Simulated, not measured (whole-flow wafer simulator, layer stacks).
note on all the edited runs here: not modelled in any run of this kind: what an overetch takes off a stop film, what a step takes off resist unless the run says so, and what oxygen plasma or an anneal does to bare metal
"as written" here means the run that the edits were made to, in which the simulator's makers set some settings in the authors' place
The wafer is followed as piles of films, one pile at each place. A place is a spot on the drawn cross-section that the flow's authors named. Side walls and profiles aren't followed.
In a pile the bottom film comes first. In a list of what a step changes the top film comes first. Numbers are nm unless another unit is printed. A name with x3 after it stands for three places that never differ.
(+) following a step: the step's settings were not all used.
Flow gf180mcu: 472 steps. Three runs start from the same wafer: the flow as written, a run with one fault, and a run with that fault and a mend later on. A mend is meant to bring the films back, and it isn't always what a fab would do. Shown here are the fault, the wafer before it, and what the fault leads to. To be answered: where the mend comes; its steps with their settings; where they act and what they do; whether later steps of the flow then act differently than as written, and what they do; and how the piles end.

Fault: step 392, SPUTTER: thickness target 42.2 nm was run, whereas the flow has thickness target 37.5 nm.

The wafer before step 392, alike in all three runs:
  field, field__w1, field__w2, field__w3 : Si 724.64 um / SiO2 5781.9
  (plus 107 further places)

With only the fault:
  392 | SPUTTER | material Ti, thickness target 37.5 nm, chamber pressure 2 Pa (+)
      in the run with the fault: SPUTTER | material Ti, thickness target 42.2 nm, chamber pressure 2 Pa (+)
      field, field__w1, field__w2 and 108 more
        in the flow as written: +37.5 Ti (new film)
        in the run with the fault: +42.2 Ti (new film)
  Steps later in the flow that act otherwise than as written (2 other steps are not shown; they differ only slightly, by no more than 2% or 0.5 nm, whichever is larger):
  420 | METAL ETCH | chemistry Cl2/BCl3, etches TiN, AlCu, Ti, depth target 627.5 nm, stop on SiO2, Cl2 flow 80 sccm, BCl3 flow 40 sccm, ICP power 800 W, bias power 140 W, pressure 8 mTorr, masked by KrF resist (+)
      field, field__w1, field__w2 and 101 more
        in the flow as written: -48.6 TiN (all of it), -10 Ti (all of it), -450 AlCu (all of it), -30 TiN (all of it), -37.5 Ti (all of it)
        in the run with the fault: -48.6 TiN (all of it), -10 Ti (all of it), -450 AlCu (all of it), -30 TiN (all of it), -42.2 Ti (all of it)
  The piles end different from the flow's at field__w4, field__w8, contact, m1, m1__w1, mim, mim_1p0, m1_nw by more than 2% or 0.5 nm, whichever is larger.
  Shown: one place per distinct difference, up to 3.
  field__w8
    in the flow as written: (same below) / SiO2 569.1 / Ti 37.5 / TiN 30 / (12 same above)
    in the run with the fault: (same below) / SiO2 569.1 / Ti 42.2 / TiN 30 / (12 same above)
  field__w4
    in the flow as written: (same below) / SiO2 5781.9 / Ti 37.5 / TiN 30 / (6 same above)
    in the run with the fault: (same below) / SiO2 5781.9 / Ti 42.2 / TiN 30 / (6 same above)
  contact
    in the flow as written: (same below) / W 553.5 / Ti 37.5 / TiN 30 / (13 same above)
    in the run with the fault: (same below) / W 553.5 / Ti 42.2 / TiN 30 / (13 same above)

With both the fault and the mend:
  The mend follows step 392.
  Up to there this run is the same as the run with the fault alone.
  392a | METAL ETCH | chemistry Cl2/BCl3, etches TiN, AlCu, Ti, depth target 4.7 nm, Cl2 flow 80 sccm, BCl3 flow 40 sccm, ICP power 800 W, bias power 140 W, pressure 8 mTorr (the flow's step 260 again, with other settings)
      field, field__w1, field__w2 and 108 more
        -4.7 Ti
  None of the later steps of the flow acts differently than as written at any place that is followed.
  At every place that both follow, the piles at the end match the flow's.
